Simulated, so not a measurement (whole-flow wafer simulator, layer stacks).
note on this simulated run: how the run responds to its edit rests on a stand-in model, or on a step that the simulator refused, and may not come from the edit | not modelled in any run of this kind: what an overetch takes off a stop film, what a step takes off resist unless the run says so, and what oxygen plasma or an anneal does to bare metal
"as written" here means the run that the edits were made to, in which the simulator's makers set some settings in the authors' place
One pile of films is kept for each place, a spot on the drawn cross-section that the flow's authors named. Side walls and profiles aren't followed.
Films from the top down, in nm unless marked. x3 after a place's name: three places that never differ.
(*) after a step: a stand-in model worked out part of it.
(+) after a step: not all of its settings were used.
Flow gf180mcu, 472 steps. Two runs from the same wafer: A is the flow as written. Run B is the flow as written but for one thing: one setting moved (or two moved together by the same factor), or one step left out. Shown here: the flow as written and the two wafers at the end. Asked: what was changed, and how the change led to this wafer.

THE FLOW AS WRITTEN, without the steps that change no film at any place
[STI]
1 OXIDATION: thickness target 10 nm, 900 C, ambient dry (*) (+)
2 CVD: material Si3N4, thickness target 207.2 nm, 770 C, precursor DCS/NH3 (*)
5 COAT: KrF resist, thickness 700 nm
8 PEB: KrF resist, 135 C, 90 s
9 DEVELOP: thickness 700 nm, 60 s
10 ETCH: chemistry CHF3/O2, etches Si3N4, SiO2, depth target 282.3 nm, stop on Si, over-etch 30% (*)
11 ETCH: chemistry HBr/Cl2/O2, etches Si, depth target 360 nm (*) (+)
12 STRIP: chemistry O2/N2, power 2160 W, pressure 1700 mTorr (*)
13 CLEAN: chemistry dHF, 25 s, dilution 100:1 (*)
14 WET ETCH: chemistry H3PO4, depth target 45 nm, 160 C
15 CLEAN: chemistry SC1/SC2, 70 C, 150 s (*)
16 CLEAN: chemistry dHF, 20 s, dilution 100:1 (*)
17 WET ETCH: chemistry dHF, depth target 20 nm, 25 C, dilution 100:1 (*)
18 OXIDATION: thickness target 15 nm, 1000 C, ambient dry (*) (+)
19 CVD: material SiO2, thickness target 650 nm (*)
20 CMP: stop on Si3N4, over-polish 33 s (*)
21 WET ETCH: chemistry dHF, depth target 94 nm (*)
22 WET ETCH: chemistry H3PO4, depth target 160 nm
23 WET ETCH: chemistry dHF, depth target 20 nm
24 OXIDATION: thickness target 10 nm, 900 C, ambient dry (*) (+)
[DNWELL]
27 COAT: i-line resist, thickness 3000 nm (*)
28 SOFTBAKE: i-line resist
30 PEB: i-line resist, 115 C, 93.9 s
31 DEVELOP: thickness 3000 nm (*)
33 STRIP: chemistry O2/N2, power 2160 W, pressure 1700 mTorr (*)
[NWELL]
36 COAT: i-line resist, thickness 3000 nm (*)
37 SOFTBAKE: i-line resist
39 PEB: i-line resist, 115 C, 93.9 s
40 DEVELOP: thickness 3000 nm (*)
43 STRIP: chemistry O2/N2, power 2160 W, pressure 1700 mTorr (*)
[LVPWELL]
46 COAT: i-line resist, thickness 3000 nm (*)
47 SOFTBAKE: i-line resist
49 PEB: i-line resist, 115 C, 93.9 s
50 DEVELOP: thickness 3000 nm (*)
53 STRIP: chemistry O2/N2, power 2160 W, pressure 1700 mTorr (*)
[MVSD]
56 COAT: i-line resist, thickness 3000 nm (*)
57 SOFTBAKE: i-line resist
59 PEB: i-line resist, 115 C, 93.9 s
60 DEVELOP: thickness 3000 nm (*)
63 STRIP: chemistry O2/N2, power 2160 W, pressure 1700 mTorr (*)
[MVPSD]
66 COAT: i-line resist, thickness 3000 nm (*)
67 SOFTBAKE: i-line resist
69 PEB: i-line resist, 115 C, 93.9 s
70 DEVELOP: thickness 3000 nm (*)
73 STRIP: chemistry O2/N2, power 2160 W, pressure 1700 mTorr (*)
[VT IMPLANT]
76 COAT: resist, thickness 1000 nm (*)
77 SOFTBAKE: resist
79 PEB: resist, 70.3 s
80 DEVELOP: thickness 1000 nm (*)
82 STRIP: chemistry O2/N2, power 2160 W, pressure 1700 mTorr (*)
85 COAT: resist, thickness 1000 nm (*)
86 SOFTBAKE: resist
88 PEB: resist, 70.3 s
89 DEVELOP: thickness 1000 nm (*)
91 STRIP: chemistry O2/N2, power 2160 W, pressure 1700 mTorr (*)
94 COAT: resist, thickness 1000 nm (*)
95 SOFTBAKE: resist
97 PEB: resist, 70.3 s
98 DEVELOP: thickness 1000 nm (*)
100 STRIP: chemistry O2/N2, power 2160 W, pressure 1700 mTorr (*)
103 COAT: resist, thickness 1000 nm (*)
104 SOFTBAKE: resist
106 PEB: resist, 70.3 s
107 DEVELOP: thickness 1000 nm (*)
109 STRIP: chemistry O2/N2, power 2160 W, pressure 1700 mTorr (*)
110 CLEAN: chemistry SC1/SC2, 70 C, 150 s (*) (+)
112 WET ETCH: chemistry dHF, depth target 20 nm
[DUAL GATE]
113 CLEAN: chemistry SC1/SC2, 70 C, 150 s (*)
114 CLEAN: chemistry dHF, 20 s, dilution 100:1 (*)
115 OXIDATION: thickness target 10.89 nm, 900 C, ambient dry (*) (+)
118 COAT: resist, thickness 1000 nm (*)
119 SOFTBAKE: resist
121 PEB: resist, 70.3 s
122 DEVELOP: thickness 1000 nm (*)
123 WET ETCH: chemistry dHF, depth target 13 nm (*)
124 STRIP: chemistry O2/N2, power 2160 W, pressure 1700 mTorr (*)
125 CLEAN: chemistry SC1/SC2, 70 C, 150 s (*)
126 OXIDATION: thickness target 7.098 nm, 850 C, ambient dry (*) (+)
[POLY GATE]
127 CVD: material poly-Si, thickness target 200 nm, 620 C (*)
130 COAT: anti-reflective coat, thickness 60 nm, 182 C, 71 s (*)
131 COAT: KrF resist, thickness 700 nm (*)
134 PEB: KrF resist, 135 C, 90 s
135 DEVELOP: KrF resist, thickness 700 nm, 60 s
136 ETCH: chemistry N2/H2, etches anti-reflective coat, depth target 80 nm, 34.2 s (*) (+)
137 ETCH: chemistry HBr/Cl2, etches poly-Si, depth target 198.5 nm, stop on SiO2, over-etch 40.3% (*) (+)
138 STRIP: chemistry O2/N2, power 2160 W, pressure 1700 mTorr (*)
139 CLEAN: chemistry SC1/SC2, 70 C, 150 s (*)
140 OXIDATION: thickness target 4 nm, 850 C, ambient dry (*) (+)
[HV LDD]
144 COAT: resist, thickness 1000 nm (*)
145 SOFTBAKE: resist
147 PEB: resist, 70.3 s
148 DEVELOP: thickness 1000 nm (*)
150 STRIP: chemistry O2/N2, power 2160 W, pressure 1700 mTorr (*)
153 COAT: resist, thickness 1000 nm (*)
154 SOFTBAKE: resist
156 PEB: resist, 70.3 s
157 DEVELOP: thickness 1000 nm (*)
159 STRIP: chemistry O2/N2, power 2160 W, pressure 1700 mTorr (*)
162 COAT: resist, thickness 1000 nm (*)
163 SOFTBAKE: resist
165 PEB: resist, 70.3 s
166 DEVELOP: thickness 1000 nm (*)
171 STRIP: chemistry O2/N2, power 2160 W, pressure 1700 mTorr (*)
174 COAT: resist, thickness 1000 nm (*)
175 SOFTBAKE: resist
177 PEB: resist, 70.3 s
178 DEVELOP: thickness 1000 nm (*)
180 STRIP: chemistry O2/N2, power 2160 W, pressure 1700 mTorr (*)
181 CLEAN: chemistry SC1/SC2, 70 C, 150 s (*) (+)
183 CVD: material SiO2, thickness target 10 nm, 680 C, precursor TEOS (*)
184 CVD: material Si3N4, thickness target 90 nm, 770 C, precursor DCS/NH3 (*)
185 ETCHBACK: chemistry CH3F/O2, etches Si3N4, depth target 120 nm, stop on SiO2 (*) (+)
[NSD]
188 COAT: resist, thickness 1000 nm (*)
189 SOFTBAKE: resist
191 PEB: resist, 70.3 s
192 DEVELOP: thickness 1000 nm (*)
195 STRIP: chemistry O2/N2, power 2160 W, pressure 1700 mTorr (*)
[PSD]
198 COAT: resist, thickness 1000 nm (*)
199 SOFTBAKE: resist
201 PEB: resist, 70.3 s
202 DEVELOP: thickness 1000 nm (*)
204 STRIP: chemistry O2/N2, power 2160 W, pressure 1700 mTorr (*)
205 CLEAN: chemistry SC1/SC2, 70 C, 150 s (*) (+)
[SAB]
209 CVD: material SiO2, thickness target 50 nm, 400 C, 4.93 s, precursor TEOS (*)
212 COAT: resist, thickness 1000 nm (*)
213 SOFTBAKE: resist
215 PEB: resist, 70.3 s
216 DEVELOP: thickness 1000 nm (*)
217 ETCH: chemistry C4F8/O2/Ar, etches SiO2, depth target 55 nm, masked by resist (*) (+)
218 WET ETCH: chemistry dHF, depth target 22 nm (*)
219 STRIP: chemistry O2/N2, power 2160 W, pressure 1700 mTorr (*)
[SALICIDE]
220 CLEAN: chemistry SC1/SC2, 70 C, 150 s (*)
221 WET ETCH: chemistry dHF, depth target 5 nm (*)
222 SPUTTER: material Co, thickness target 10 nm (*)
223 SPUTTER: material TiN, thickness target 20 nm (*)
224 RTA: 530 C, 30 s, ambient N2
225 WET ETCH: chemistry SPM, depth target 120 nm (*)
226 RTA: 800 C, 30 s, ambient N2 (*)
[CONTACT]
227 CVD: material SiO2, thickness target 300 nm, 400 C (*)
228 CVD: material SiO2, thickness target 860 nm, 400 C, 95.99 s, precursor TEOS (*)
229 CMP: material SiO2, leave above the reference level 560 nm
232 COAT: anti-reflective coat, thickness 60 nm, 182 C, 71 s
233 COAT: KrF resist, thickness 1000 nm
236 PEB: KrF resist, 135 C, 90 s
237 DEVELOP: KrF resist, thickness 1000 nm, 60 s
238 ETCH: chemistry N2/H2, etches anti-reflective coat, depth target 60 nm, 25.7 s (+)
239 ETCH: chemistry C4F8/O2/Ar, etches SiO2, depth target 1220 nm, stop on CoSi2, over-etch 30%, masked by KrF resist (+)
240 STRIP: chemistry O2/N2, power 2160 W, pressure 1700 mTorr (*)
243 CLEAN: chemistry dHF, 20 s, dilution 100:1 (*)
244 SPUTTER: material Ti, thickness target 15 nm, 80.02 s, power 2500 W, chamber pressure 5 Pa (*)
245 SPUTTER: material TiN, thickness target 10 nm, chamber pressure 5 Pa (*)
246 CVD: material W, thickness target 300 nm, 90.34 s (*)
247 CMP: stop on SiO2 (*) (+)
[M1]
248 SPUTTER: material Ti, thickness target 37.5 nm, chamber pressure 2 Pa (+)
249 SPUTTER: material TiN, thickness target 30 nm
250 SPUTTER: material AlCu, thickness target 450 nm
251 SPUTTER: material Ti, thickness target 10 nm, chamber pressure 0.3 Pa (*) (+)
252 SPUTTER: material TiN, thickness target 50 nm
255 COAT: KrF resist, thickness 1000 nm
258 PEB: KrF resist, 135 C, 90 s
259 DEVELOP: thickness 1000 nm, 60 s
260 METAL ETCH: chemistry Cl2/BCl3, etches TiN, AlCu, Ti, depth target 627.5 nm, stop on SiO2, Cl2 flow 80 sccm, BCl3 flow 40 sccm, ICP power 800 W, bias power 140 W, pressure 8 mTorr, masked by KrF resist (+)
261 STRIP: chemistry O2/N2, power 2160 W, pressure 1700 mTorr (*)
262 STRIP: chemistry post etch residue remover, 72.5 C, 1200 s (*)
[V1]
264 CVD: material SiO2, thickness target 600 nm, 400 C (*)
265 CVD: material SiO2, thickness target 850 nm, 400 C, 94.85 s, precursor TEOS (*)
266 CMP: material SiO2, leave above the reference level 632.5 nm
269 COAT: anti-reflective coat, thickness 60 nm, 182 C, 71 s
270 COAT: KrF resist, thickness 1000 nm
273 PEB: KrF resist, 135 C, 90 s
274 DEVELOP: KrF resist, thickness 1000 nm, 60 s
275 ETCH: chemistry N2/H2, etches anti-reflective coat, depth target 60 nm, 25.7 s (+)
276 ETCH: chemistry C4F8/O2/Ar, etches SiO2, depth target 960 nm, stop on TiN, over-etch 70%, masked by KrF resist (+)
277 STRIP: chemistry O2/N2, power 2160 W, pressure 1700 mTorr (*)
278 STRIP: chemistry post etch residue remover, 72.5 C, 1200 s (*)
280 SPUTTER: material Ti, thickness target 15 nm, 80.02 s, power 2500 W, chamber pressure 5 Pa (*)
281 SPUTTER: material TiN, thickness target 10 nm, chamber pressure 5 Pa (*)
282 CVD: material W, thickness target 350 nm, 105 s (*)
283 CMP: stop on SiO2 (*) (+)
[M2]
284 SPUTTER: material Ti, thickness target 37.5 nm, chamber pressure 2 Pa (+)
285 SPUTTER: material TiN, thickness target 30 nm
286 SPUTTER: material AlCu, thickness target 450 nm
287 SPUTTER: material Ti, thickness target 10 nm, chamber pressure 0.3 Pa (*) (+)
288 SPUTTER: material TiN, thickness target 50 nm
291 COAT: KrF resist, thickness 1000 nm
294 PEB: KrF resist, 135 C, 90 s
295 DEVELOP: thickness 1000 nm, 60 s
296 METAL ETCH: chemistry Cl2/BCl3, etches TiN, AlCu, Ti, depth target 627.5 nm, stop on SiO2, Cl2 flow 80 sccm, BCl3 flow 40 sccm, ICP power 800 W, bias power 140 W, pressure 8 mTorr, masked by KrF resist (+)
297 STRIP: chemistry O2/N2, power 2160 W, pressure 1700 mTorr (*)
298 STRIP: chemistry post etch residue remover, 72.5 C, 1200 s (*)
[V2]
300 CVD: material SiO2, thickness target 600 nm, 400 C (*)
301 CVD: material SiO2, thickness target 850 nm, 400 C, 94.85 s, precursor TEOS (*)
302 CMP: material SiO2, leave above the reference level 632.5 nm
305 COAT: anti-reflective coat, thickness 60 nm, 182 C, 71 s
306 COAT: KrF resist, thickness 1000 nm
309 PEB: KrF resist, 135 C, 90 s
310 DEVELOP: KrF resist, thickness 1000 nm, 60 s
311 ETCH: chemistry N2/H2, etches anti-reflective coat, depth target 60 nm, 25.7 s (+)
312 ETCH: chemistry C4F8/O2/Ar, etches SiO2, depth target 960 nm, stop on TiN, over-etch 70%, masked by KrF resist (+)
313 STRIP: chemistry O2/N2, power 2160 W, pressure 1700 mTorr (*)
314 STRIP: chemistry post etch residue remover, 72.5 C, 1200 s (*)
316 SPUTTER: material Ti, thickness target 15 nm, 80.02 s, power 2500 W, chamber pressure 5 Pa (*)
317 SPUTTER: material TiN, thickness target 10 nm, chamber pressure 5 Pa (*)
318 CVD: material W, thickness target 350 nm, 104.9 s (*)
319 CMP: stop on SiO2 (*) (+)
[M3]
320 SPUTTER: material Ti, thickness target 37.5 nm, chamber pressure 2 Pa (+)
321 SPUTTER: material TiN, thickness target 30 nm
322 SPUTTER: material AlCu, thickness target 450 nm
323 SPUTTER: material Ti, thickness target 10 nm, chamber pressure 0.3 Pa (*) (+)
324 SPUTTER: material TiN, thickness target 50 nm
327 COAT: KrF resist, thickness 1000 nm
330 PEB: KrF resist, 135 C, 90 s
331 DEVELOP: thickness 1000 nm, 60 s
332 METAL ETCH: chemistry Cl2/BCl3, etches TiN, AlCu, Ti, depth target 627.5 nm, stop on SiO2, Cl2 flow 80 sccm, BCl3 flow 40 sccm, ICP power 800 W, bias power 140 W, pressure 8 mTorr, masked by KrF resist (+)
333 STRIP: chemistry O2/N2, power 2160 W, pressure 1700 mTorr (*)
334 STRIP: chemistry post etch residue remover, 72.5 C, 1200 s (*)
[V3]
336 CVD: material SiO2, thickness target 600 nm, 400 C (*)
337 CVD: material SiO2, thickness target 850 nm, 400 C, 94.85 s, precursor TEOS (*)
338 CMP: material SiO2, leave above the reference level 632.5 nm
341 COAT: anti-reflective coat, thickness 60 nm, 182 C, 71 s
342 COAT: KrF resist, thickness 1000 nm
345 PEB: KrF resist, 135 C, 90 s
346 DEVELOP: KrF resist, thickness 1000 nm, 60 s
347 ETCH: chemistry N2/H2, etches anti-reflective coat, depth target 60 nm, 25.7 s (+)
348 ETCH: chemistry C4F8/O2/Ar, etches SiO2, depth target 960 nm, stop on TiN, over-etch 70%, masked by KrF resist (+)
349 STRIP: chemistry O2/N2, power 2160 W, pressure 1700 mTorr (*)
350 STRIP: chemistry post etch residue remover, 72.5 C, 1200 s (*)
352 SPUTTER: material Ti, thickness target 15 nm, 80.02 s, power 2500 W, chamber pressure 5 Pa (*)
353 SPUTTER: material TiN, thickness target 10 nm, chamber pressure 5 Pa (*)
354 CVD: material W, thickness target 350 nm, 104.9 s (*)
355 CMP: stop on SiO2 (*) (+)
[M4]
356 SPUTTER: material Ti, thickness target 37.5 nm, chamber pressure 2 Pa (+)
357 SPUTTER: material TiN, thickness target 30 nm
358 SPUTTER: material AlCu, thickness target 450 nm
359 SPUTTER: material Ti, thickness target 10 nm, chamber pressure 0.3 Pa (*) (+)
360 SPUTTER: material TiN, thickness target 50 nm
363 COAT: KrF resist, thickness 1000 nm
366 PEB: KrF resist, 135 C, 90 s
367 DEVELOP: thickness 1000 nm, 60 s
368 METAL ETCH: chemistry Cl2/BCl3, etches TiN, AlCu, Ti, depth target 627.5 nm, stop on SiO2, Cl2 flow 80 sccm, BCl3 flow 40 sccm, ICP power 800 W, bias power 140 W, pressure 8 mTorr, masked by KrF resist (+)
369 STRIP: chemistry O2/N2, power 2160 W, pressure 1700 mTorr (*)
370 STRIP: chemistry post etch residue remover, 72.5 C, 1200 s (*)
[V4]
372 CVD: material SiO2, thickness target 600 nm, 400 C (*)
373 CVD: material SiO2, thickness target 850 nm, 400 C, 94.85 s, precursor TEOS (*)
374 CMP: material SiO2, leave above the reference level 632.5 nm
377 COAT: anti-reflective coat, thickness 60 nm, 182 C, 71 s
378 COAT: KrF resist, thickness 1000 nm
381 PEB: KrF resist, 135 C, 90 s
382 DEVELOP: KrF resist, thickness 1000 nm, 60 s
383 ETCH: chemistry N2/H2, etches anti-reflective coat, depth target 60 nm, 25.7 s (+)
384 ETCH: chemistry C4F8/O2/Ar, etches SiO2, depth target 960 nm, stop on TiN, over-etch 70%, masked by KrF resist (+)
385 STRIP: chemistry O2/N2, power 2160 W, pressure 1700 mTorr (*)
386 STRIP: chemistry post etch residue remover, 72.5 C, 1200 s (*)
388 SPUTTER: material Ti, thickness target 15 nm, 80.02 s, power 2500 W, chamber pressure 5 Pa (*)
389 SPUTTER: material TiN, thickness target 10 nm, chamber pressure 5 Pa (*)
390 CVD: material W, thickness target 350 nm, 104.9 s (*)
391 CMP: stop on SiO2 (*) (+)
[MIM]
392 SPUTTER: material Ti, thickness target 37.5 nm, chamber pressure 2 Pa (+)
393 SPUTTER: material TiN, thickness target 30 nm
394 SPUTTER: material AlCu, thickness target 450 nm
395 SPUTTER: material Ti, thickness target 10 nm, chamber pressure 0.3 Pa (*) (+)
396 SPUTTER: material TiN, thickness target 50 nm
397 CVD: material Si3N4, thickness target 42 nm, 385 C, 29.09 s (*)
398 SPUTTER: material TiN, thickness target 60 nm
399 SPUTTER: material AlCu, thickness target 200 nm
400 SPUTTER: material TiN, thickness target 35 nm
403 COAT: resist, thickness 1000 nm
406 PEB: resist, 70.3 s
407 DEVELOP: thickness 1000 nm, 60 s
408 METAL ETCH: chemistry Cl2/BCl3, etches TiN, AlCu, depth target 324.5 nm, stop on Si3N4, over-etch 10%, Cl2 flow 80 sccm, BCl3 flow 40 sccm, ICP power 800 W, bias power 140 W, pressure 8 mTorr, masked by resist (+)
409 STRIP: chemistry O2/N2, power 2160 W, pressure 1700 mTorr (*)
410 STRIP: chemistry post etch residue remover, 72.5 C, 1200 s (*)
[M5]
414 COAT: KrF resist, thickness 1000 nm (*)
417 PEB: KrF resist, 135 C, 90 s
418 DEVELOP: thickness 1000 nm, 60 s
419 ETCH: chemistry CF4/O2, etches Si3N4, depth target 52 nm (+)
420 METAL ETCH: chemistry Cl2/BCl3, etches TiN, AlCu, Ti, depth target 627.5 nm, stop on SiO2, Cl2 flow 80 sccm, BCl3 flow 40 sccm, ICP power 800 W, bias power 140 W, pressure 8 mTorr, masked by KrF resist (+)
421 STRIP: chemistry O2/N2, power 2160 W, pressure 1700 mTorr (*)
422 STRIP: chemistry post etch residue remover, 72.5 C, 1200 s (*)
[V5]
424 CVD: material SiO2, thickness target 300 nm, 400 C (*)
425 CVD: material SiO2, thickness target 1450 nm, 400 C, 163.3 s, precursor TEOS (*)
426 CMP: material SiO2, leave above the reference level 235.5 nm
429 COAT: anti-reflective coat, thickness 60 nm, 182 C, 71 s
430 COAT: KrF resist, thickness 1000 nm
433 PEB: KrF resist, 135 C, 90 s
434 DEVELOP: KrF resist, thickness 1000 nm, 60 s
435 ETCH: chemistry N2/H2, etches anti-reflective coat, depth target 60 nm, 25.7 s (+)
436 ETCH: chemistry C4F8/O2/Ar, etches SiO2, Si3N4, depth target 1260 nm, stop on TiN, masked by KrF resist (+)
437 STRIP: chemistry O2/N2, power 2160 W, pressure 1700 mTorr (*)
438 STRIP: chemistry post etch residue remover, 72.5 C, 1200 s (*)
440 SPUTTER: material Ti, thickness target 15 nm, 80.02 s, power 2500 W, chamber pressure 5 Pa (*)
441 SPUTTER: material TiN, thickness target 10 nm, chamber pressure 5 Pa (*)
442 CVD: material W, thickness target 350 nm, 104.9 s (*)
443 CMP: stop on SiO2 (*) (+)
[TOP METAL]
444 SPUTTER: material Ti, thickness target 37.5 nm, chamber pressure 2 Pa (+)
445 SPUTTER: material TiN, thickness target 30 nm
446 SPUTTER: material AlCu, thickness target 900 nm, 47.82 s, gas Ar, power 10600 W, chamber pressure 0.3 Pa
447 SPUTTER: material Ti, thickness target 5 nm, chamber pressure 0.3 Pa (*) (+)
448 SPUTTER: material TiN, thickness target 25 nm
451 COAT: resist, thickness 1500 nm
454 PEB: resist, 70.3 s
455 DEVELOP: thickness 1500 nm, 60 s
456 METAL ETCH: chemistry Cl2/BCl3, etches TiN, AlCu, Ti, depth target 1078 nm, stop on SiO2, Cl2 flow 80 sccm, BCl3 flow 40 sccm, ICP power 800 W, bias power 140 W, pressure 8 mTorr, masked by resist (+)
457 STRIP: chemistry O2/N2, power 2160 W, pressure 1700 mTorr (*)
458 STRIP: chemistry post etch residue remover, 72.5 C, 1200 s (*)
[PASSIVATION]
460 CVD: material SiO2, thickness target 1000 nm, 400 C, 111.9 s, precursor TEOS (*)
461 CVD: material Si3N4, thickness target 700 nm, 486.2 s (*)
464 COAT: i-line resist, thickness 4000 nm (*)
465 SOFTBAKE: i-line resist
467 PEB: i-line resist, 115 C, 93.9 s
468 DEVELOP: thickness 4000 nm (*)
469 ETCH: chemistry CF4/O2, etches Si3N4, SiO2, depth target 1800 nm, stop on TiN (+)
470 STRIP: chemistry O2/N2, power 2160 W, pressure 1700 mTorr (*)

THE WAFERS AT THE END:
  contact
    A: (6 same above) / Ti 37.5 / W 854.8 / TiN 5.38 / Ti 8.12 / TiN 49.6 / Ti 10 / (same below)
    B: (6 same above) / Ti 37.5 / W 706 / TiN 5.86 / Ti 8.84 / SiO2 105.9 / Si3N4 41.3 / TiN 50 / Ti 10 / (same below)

The cause: step 436, ETCH: depth target 724 nm was run, where the flow has depth target 1260 nm.

How the change led to this, step by step:
  436 ETCH: chemistry C4F8/O2/Ar, etches SiO2, Si3N4, depth target 1260 nm, stop on TiN, masked by KrF resist (+)
      contact: A SiO2 -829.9 (all of it), Si3N4 -41.3 (all of it) | B SiO2 -724
      field, field__w1, field__w2 and 108 more: A KrF resist -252 | B KrF resist -144.8
  437 STRIP: chemistry O2/N2, power 2160 W, pressure 1700 mTorr (*)
      field, field__w1, field__w2 and 108 more: A KrF resist -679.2 (all of it), anti-reflective coat -60 (all of it) | B KrF resist -786.4 (all of it), anti-reflective coat -60 (all of it)
  440 SPUTTER: material Ti, thickness target 15 nm, 80.02 s, power 2500 W, chamber pressure 5 Pa (*)
      contact: A Ti +8.12 (new film) | B Ti +8.84 (new film)
  442 CVD: material W, thickness target 350 nm, 104.9 s (*)
      contact: A W +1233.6 (new film) | B W +1084.8 (new film)
Counting metal films that touch as one body, contact has 2 bodies (between them, from the top down: SiO2 105.9 / Si3N4 41.3); the flow as written gives 1 body.
